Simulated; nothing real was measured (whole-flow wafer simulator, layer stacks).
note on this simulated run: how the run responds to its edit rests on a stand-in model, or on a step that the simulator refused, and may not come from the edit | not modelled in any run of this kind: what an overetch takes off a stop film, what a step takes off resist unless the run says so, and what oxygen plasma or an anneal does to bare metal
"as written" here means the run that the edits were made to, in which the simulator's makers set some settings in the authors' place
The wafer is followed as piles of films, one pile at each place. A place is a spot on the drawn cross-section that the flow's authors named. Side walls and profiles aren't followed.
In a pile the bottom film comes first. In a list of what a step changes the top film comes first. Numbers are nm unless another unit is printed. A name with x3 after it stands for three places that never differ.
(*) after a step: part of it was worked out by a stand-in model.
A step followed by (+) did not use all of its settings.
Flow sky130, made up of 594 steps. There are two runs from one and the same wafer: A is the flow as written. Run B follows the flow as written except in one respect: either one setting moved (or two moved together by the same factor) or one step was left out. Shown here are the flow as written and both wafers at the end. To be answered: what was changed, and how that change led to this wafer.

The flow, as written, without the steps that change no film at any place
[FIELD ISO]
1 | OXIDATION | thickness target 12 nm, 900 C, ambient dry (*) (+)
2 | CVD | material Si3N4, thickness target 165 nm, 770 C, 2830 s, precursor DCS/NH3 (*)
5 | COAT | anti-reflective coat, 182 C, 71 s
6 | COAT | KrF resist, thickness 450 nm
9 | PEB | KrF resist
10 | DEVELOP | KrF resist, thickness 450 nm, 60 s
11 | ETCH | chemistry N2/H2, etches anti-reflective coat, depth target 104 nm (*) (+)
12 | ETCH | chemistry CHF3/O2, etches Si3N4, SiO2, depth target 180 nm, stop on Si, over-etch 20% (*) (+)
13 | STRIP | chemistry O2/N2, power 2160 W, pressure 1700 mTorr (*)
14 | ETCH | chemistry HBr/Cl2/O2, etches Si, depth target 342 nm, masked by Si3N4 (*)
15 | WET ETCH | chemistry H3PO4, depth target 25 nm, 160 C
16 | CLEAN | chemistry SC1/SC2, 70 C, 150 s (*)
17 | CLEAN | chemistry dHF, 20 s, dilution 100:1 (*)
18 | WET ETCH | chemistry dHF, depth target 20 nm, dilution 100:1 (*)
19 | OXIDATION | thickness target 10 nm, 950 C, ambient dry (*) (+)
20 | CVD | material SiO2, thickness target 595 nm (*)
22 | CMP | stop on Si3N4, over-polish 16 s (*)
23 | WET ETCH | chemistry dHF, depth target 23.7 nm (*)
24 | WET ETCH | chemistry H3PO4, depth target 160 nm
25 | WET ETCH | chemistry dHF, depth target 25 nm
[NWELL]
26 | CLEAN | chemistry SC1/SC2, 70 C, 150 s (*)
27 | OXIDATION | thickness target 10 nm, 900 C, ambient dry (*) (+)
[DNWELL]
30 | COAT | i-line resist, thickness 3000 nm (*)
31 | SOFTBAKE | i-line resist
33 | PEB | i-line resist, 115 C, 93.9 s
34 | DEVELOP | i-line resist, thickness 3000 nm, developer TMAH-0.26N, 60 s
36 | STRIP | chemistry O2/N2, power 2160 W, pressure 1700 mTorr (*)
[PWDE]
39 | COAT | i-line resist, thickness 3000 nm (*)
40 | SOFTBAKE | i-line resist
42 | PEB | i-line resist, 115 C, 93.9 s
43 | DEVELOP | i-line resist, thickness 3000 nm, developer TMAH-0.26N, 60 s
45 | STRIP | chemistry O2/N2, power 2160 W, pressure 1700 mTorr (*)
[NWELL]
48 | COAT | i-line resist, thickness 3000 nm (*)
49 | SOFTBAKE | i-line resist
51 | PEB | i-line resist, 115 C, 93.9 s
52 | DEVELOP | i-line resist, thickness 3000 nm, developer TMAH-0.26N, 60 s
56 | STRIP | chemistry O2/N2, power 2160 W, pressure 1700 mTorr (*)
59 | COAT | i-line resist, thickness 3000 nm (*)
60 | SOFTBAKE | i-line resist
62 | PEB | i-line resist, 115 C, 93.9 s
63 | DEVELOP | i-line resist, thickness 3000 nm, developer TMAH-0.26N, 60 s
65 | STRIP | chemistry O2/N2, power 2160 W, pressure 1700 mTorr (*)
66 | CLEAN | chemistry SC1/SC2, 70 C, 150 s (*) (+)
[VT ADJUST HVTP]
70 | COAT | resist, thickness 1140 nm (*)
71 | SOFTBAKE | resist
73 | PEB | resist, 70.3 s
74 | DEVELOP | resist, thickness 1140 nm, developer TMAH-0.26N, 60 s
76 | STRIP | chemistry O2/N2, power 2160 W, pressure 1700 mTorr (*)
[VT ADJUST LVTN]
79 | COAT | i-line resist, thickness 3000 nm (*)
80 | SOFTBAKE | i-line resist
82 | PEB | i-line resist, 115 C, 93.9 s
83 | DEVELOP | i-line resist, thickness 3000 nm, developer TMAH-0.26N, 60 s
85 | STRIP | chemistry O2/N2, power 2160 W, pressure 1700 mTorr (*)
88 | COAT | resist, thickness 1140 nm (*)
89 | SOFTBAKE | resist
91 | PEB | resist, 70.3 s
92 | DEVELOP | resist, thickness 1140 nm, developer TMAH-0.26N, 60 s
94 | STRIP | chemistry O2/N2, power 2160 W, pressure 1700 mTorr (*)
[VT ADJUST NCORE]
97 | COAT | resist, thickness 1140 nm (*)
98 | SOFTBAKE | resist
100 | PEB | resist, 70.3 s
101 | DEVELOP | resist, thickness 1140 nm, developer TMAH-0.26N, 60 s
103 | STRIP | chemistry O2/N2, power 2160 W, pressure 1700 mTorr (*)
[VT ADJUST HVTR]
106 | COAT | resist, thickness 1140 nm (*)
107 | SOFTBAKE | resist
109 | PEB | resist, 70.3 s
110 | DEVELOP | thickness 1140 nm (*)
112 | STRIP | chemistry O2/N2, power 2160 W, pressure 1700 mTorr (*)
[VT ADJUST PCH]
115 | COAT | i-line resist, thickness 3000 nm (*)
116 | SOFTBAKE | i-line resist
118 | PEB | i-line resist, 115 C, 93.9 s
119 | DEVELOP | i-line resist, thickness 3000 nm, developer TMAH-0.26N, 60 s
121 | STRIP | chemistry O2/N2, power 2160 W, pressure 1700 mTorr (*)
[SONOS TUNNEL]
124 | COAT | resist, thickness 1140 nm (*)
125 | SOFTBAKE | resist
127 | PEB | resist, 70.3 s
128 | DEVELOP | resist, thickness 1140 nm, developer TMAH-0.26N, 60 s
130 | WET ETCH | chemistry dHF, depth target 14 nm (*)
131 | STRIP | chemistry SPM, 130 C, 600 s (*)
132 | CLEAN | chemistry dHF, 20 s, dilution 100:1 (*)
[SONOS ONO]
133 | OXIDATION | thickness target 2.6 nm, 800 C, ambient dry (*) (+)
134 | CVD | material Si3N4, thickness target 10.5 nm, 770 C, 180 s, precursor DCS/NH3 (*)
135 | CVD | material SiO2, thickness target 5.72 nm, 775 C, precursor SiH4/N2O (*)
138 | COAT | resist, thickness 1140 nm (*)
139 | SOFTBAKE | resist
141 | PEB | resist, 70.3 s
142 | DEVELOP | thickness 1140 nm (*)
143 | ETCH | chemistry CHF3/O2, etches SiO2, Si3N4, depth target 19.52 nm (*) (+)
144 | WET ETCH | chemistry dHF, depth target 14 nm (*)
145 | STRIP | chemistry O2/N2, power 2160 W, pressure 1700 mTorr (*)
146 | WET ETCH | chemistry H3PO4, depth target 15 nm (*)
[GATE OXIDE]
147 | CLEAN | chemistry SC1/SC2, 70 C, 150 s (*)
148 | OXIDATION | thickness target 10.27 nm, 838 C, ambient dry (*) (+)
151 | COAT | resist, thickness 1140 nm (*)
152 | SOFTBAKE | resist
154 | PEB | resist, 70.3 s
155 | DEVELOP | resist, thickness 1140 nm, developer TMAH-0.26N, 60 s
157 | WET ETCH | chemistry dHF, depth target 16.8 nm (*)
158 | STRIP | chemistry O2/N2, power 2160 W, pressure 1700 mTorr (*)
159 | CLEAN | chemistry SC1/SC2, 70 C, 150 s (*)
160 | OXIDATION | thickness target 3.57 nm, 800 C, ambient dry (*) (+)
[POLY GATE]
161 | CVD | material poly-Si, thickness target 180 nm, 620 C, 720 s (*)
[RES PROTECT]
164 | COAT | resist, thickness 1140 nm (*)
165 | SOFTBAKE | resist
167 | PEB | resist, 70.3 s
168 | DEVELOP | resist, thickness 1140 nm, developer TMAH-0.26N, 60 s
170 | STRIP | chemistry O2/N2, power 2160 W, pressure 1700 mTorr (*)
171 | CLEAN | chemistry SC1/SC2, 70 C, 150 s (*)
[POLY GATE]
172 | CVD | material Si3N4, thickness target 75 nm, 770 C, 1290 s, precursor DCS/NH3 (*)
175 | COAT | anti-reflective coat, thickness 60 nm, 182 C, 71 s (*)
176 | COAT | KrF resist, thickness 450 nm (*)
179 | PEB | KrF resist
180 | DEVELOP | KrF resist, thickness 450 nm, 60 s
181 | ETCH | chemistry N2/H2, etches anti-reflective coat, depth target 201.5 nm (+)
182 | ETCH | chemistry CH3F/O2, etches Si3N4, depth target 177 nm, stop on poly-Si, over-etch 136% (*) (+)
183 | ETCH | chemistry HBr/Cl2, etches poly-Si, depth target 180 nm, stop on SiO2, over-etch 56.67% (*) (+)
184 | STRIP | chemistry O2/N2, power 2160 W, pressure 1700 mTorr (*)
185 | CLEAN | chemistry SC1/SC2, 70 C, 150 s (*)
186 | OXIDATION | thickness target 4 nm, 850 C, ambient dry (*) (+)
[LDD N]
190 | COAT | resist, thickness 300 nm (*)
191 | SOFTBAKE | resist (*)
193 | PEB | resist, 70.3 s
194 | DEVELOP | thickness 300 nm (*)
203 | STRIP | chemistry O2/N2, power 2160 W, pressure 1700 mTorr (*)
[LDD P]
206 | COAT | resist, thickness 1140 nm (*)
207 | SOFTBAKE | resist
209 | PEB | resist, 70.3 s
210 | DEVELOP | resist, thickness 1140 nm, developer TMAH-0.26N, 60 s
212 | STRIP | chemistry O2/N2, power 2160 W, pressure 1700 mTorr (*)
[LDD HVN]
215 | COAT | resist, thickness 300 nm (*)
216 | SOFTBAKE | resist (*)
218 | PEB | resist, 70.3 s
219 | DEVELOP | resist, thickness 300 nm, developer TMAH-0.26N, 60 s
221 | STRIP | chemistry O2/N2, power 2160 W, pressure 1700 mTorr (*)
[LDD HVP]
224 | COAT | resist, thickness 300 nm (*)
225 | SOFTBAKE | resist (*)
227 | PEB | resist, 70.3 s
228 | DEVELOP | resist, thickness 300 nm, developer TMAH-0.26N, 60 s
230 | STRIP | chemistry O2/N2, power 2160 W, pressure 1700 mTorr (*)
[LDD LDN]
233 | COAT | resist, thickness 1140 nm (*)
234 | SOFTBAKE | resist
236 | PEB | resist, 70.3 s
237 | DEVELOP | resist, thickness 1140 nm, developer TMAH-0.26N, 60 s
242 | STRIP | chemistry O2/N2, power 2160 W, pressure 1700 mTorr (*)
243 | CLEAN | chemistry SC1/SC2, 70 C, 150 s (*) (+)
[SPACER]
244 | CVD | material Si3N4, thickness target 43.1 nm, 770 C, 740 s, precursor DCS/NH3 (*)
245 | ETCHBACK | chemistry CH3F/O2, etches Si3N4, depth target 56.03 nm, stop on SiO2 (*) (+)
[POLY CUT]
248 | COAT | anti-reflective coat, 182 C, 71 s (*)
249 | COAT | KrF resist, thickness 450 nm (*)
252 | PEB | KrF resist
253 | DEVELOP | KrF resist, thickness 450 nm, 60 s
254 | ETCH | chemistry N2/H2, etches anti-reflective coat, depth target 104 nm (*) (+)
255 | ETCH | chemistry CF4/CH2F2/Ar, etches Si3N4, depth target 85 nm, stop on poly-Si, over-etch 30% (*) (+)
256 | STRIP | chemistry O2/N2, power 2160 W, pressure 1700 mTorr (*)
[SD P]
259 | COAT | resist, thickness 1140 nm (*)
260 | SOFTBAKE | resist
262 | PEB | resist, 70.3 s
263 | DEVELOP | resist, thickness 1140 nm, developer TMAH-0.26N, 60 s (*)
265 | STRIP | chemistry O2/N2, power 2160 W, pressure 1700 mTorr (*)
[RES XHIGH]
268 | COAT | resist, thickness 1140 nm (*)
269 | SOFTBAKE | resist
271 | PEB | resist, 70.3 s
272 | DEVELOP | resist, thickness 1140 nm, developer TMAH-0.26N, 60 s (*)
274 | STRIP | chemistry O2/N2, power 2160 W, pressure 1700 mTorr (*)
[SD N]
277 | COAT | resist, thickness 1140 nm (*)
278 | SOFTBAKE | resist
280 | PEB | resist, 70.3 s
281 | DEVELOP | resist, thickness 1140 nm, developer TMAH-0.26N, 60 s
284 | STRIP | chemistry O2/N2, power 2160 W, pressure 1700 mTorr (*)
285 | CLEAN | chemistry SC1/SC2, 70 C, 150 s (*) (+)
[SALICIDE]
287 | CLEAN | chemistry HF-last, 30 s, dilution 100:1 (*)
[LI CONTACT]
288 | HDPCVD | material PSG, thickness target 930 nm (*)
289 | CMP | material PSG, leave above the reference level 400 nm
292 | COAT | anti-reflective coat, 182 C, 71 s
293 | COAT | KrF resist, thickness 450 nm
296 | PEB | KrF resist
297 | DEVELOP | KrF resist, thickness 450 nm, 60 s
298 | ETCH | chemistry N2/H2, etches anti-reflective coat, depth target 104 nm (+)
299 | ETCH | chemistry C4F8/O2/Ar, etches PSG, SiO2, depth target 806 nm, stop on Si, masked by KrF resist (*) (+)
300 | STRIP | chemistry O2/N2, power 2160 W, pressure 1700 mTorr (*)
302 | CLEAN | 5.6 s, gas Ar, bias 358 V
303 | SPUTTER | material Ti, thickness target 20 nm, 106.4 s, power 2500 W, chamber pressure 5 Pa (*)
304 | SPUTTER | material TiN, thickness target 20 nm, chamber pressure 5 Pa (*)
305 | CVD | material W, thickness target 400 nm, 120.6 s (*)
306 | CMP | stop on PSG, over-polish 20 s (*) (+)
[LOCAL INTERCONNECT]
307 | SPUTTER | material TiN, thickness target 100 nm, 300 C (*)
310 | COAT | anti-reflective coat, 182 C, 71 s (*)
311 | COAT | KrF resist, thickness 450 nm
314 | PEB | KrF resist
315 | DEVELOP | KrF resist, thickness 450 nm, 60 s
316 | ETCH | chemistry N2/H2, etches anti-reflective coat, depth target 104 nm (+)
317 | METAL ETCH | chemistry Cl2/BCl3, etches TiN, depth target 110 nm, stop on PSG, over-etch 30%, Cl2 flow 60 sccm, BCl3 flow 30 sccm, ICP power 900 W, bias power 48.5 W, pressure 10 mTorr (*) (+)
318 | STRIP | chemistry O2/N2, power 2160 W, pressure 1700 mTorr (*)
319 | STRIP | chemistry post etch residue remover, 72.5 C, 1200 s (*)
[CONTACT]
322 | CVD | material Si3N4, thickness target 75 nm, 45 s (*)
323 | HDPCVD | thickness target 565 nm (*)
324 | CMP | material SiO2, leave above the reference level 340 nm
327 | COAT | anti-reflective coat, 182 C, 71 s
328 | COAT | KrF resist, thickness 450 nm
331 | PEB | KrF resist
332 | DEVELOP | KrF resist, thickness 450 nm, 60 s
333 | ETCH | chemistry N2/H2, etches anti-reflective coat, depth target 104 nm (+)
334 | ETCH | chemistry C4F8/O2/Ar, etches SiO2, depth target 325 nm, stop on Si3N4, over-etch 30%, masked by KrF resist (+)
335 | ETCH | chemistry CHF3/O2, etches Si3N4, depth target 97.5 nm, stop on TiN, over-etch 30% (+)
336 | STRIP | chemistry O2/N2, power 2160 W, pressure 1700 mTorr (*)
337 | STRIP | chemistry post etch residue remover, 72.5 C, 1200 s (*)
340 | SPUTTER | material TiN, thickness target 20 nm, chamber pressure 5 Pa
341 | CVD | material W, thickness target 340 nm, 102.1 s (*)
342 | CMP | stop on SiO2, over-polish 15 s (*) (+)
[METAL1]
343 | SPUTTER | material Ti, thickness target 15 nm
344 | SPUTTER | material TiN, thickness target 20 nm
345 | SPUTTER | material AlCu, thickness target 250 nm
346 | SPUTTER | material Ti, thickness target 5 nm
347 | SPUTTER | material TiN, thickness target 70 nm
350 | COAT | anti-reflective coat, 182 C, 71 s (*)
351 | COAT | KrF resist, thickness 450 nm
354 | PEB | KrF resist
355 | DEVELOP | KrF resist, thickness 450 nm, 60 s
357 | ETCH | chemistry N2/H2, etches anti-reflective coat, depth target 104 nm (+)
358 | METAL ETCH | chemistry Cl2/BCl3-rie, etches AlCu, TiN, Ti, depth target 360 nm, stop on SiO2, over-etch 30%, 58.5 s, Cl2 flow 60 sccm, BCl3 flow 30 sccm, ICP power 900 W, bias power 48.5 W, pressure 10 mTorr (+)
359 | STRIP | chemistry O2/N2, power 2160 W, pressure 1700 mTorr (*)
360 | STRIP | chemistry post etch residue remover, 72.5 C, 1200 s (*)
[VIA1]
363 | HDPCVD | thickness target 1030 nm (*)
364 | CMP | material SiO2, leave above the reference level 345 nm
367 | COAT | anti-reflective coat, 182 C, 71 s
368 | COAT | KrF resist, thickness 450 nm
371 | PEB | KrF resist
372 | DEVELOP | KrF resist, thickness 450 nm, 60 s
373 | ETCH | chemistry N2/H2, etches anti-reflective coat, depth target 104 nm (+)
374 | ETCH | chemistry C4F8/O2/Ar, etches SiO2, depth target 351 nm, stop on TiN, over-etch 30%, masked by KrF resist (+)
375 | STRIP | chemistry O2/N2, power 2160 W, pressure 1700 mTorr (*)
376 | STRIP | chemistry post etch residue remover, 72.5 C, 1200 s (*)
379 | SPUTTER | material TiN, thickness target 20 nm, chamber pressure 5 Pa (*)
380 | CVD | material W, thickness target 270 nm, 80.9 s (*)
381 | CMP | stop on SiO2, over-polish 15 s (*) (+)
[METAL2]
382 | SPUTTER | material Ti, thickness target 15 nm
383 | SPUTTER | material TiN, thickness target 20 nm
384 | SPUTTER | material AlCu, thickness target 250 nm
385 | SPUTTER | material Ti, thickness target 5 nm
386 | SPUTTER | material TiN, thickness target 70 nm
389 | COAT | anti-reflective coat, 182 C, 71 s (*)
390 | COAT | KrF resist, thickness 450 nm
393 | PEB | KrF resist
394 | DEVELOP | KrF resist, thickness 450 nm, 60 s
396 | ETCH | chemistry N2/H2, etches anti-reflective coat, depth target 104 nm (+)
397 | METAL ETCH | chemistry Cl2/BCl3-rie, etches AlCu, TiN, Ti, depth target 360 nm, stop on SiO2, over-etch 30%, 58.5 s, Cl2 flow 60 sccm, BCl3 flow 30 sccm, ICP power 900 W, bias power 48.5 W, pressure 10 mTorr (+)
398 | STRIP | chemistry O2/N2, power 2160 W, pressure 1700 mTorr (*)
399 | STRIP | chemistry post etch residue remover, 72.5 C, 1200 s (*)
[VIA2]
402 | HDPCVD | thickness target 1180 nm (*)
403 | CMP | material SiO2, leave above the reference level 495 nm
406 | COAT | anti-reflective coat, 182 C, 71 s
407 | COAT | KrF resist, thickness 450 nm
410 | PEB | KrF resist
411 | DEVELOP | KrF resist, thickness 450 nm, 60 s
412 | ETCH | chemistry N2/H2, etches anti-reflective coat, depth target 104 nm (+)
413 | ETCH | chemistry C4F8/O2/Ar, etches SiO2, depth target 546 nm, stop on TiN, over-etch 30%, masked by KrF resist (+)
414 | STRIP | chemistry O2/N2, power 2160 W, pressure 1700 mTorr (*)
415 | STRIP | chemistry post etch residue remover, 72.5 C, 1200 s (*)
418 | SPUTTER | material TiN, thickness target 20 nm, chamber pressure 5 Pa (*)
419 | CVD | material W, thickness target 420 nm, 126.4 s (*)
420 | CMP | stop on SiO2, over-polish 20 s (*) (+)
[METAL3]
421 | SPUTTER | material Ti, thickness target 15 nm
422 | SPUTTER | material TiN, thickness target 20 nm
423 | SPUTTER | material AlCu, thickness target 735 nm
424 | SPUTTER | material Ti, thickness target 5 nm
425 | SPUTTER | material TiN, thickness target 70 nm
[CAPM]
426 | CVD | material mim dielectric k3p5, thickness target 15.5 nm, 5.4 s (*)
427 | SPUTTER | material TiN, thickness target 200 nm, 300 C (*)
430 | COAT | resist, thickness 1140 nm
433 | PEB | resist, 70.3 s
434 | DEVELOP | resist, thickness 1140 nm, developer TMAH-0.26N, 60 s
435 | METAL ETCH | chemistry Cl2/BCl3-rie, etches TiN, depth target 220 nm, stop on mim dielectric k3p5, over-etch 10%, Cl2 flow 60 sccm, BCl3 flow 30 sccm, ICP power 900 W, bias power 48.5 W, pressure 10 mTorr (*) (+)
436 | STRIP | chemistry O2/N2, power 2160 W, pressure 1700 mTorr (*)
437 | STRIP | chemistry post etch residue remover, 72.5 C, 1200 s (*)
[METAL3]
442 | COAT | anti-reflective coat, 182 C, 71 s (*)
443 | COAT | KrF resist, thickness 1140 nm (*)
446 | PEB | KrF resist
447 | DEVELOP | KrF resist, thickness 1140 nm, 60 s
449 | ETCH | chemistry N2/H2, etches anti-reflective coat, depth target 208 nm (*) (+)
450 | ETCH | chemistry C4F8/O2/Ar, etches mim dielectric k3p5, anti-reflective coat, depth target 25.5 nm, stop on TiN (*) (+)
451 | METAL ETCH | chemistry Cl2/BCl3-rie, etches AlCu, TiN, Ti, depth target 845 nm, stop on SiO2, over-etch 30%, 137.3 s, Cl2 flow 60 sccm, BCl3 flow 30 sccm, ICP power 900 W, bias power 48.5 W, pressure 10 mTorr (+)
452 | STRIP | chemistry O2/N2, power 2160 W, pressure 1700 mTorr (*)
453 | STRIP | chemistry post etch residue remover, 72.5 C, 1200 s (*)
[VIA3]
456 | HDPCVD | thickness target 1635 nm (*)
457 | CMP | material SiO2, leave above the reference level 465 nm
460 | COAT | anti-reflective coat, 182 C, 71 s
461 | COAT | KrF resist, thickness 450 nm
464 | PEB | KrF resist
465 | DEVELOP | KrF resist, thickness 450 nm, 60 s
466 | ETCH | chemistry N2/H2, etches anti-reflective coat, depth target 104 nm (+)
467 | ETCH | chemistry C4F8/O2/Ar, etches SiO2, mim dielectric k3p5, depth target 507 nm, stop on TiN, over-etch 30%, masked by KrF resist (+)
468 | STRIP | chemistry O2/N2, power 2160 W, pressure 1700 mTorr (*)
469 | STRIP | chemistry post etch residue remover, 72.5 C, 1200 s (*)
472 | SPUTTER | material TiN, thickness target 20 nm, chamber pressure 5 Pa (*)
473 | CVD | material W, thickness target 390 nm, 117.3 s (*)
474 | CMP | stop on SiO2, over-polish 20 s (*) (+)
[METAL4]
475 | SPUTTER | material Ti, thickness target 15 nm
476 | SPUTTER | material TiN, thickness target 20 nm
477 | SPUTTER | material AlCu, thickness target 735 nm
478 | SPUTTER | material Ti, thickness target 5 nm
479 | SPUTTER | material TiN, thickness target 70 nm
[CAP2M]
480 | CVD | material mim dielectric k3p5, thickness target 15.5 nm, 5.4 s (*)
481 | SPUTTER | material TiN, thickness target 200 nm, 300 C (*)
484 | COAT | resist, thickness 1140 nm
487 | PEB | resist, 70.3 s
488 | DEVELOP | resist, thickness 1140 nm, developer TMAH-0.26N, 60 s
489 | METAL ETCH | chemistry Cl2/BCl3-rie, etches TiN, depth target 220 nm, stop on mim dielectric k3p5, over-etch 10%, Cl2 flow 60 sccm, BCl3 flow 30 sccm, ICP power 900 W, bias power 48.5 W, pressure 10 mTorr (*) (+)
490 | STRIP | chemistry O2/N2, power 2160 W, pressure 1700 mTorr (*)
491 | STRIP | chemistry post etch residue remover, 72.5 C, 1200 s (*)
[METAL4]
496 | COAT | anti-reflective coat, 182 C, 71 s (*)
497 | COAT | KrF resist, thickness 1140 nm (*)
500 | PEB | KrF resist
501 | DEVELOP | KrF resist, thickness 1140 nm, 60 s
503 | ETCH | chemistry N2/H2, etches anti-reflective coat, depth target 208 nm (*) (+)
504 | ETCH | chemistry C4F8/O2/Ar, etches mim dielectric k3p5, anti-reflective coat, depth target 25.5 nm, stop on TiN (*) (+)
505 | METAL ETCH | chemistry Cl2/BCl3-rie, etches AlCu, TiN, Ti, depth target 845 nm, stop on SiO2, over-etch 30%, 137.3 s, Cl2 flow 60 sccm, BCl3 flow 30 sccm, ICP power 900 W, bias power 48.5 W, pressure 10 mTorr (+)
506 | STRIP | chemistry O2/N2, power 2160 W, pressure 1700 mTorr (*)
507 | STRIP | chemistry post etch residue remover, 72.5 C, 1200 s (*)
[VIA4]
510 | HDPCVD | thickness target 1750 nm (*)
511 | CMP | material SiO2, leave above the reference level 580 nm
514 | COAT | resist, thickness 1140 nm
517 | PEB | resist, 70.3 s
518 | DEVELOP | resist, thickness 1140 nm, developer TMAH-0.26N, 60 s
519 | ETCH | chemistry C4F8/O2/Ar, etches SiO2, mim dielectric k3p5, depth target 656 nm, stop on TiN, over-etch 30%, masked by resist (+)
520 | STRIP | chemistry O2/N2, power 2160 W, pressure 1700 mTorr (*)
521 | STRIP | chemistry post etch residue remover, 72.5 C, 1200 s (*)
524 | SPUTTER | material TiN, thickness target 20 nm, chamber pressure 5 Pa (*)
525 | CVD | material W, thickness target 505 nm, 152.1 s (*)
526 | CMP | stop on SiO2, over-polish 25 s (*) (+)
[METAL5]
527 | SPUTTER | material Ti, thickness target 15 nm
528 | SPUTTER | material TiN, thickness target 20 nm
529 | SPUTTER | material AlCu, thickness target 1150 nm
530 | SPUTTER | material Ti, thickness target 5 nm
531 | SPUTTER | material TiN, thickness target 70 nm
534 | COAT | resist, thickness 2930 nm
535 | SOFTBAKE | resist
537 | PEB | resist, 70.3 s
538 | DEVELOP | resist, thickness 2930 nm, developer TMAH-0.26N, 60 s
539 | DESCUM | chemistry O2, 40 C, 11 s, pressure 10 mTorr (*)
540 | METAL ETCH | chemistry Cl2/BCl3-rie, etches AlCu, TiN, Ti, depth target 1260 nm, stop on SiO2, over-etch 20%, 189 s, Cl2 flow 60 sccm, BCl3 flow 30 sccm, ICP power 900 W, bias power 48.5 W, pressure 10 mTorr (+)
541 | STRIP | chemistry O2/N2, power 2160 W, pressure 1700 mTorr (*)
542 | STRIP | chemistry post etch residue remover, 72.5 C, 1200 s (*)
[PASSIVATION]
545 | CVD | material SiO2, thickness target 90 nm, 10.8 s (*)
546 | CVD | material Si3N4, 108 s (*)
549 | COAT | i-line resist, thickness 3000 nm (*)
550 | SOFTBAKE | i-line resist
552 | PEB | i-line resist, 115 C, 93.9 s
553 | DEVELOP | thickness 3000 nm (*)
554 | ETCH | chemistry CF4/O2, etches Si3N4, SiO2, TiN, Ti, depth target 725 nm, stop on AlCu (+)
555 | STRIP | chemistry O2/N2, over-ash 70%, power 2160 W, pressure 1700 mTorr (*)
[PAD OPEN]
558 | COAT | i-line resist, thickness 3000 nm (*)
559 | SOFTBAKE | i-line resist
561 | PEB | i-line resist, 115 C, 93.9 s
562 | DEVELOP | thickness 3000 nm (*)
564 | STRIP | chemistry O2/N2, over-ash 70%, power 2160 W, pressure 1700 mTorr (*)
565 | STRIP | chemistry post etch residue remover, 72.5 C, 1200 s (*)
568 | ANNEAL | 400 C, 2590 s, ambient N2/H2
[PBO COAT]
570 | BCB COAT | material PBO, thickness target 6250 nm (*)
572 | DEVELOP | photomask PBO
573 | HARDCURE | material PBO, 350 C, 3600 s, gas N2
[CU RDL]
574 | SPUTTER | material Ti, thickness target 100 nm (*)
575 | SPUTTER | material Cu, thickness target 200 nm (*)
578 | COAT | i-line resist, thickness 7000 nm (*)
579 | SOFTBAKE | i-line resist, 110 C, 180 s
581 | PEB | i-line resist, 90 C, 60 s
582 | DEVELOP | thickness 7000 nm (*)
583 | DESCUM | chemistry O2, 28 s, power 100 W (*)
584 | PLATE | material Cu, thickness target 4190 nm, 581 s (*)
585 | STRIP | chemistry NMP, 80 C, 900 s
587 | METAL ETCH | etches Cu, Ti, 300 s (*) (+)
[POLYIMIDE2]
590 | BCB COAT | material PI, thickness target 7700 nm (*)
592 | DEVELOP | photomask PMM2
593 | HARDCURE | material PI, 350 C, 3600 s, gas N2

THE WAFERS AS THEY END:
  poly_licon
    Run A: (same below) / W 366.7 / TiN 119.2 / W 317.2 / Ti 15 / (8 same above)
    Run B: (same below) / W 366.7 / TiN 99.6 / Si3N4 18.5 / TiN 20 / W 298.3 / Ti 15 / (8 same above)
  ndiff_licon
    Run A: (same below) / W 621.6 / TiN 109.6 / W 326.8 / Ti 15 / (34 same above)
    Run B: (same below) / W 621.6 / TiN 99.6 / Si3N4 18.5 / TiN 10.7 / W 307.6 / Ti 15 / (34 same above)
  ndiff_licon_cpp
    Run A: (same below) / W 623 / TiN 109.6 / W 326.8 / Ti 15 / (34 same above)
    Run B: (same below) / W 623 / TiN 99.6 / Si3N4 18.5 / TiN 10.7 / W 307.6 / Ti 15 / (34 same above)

The reason: step 335, ETCH: depth target 56.1 nm was run, while the flow as written has depth target 97.5 nm.

Step by step, how the change led to this:
  335 | ETCH | chemistry CHF3/O2, etches Si3N4, depth target 97.5 nm, stop on TiN, over-etch 30% (+)
      poly_licon, ndiff_licon, ndiff_licon_cpp, rpo_hd_licon: A Si3N4 loses 75 (all of it) | B Si3N4 loses 56.1
      field, active, n_well and 184 more: A KrF resist loses 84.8 | B KrF resist loses 48.8
  336 | STRIP | chemistry O2/N2, power 2160 W, pressure 1700 mTorr (*)
      field, active, n_well and 184 more: A KrF resist loses 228 (all of it), anti-reflective coat loses 80 (all of it) | B KrF resist loses 264 (all of it), anti-reflective coat loses 80 (all of it)
  340 | SPUTTER | material TiN, thickness target 20 nm, chamber pressure 5 Pa
      ndiff_licon, ndiff_licon_cpp, rpo_hd_licon: A TiN gains 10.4 | B TiN gains 10.7 (new film)
      poly_licon: A TiN gains 20 | B TiN gains 20 (new film)
  341 | CVD | material W, thickness target 340 nm, 102.1 s (*)
      ndiff_licon, ndiff_licon_cpp, rpo_hd_licon: A W gains 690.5 (new film) | B W gains 671.3 (new film)
  342 | CMP | stop on SiO2, over-polish 15 s (*) (+)
      poly_licon: A W loses 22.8 | B W loses 41.7
With metal films that touch counted as one body, poly_licon has 3 bodies (between them, from the top down: Si3N4 18.5; void 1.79); the flow as written gives 2 bodies (between them, from the top down: void 1.79).
With metal films that touch counted as one body, ndiff_licon has 7 bodies (between them, from the top down: SiO2 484 / mim dielectric k3p5 15.5; SiO2 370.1 / mim dielectric k3p5 15.5; SiO2 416; SiO2 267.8; Si3N4 18.5; void 1.78); the flow as written gives 6 bodies (between them, from the top down: SiO2 484 / mim dielectric k3p5 15.5; SiO2 370.1 / mim dielectric k3p5 15.5; SiO2 416; SiO2 267.8; void 1.78).
With metal films that touch counted as one body, ndiff_licon_cpp has 7 bodies (between them, from the top down: SiO2 484 / mim dielectric k3p5 15.5; SiO2 370.1 / mim dielectric k3p5 15.5; SiO2 416; SiO2 267.8; Si3N4 18.5; void 1.78); the flow as written gives 6 bodies (between them, from the top down: SiO2 484 / mim dielectric k3p5 15.5; SiO2 370.1 / mim dielectric k3p5 15.5; SiO2 416; SiO2 267.8; void 1.78).
